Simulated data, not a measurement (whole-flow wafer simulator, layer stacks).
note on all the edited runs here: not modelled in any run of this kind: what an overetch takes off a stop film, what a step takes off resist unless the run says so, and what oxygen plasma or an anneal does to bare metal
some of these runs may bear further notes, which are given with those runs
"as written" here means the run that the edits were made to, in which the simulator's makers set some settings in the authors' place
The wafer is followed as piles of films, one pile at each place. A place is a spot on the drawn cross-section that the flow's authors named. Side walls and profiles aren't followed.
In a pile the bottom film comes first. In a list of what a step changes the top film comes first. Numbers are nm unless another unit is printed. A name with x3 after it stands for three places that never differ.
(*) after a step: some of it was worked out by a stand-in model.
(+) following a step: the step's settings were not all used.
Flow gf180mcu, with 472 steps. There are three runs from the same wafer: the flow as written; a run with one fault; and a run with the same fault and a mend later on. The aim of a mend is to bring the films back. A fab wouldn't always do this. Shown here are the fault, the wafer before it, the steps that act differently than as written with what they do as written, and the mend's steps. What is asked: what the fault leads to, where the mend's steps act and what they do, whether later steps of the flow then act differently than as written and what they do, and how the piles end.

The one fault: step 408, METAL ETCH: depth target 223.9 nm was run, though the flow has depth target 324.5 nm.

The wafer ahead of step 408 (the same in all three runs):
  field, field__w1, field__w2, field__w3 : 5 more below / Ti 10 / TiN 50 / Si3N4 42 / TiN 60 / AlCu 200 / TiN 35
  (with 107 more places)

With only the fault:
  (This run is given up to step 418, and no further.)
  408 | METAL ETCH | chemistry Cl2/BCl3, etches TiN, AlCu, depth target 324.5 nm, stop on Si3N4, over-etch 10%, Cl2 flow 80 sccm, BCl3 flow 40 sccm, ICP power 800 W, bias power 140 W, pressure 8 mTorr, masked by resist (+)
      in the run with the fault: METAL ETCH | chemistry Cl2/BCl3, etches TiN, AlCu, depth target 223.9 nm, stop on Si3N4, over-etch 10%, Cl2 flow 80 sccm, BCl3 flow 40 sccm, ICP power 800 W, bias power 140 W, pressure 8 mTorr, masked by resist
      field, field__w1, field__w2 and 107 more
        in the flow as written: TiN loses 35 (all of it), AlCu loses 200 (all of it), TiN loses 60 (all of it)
        in the run with the fault: TiN loses 35 (all of it), AlCu loses 188.9
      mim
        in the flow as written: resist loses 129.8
        in the run with the fault: resist loses 89.6
  Later steps of the flow acting differently than as written (not shown: 1 more step that differs only slightly, by at most 2% or 0.5 nm, whichever is larger):
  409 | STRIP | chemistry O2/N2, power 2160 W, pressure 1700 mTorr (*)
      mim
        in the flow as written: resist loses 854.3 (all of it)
        in the run with the fault: resist loses 894.6 (all of it)
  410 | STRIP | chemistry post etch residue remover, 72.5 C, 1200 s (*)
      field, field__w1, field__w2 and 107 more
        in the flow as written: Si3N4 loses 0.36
        in the run with the fault: AlCu loses 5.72
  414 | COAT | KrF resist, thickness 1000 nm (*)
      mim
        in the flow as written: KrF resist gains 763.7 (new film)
        in the run with the fault: KrF resist gains 814.4 (new film)
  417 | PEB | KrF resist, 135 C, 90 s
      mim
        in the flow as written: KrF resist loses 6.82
        in the run with the fault: KrF resist loses 7.62
  The piles after step 418 differ from the flow's at field, field__w1, field__w2 and 109 more by more than 2% or 0.5 nm, whichever is larger.
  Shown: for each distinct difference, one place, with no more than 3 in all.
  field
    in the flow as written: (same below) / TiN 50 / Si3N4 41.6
    in the run with the fault: (same below) / TiN 50 / Si3N4 42 / TiN 60 / AlCu 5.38
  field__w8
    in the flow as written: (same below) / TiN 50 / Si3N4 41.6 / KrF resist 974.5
    in the run with the fault: (same below) / TiN 50 / Si3N4 42 / TiN 60 / AlCu 5.38 / KrF resist 974.5
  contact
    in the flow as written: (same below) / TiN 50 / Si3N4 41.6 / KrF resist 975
    in the run with the fault: (same below) / TiN 50 / Si3N4 42 / TiN 60 / AlCu 5.38 / KrF resist 974.9

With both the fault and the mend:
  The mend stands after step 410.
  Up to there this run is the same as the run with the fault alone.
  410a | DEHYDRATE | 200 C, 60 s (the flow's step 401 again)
      leaves every film unchanged at each place that is followed
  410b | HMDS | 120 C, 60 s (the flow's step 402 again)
      leaves every film unchanged at each place that is followed
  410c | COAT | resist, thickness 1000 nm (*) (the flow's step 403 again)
      field__w8, m1__w1, iso_ptap_pw and 39 more
        resist gains 1000 (new film)
      field, ld_gate_p, ld_acc_p, ld_fp_p, ld_drift_p, ld_drn_p, m1_nw
        resist gains 1001.3 (new film)
      p_well, sti, spacer, sd_n, mim_1p0, pad, dice_street
        resist gains 1000.5 (new film)
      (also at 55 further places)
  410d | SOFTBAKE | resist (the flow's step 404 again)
      field__w9, nplus_u
        resist loses 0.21
      field__w2
        resist gains 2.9
      field__w3
        resist gains 3.05
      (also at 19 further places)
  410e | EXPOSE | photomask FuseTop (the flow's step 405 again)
      leaves every film unchanged at each place that is followed
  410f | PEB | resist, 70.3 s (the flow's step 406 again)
      field, field__w1, field__w5 and 95 more
        resist loses 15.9
      field__w2, field__w3, field__w12, pplus_u, ppoly_sal, nw_enc_fld_lv__w1, nw_enc_fld_lv__w4
        resist loses 16
      field__w11, field__w13, npoly_sal
        resist loses 16.2
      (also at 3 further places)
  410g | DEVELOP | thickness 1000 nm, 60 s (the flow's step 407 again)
      field__w8, m1__w1, iso_ptap_pw and 39 more
        resist loses 984.1 (all of it)
      p_well, sti, spacer, sd_n, mim_1p0, pad, dice_street
        resist loses 984.6 (all of it)
      field, ld_gate_p, ld_acc_p, ld_fp_p, ld_drift_p, ld_drn_p
        resist loses 985.4 (all of it)
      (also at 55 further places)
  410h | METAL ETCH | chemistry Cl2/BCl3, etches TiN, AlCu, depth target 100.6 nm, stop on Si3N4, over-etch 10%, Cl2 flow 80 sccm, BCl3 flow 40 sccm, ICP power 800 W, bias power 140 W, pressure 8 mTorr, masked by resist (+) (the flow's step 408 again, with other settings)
      field, field__w1, field__w2 and 107 more
        AlCu loses 5.38 (all of it), TiN loses 60 (all of it)
      mim
        resist loses 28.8
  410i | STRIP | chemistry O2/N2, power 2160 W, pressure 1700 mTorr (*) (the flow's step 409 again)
      mim
        resist loses 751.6 (all of it)
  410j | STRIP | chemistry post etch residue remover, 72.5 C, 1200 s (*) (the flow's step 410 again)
      field, field__w1, field__w2 and 107 more
        Si3N4 loses 0.36
      mim
        TiN loses 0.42
  None of the later steps of the flow differs from how it acts as written, at any place that is followed, by more than 2% or 0.5 nm, whichever is larger.
  The piles end only slightly different from the flow's at the places that both follow, by no more than 2% or 0.5 nm, whichever is larger.
